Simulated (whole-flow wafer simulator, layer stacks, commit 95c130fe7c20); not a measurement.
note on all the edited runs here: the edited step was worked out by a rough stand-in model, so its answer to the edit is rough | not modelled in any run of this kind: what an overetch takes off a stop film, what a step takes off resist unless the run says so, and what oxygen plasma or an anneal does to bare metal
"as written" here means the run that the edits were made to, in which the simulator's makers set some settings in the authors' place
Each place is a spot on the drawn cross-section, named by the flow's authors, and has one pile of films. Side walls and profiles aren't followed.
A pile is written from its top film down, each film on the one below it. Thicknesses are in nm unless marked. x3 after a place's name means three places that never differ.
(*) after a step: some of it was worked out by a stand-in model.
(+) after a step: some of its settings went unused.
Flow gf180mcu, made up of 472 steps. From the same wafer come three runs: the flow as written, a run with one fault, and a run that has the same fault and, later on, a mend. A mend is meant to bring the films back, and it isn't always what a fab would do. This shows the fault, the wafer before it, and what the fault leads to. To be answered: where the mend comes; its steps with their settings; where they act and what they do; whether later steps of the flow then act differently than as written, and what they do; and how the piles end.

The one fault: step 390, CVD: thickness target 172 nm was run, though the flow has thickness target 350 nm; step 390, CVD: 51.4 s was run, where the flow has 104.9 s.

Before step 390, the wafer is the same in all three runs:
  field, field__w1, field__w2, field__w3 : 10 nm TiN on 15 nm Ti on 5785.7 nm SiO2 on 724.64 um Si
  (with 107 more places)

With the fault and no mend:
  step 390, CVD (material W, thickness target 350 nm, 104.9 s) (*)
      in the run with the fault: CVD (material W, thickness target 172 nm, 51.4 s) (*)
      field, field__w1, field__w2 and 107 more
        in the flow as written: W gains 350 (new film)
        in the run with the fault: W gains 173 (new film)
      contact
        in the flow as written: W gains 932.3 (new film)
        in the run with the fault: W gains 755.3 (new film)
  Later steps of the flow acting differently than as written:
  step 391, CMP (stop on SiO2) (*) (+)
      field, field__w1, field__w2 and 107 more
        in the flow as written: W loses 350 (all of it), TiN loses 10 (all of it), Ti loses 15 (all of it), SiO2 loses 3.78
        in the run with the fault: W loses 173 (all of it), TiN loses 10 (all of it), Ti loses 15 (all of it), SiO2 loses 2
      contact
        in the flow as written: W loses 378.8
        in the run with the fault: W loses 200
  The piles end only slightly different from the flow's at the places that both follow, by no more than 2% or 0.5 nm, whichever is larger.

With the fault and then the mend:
  The mend follows step 390.
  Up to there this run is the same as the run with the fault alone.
  step 390a, CVD (material W, thickness target 178 nm, 53.35 s) (the flow's step 390 again, with other settings)
      field, field__w1, field__w2 and 108 more
        W gains 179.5
  Every later step of the flow that is run acts as written, at every place that is followed, to within 2% or 0.5 nm, whichever is larger.
  The piles end only slightly different from the flow's at the places that both follow, by no more than 2% or 0.5 nm, whichever is larger.
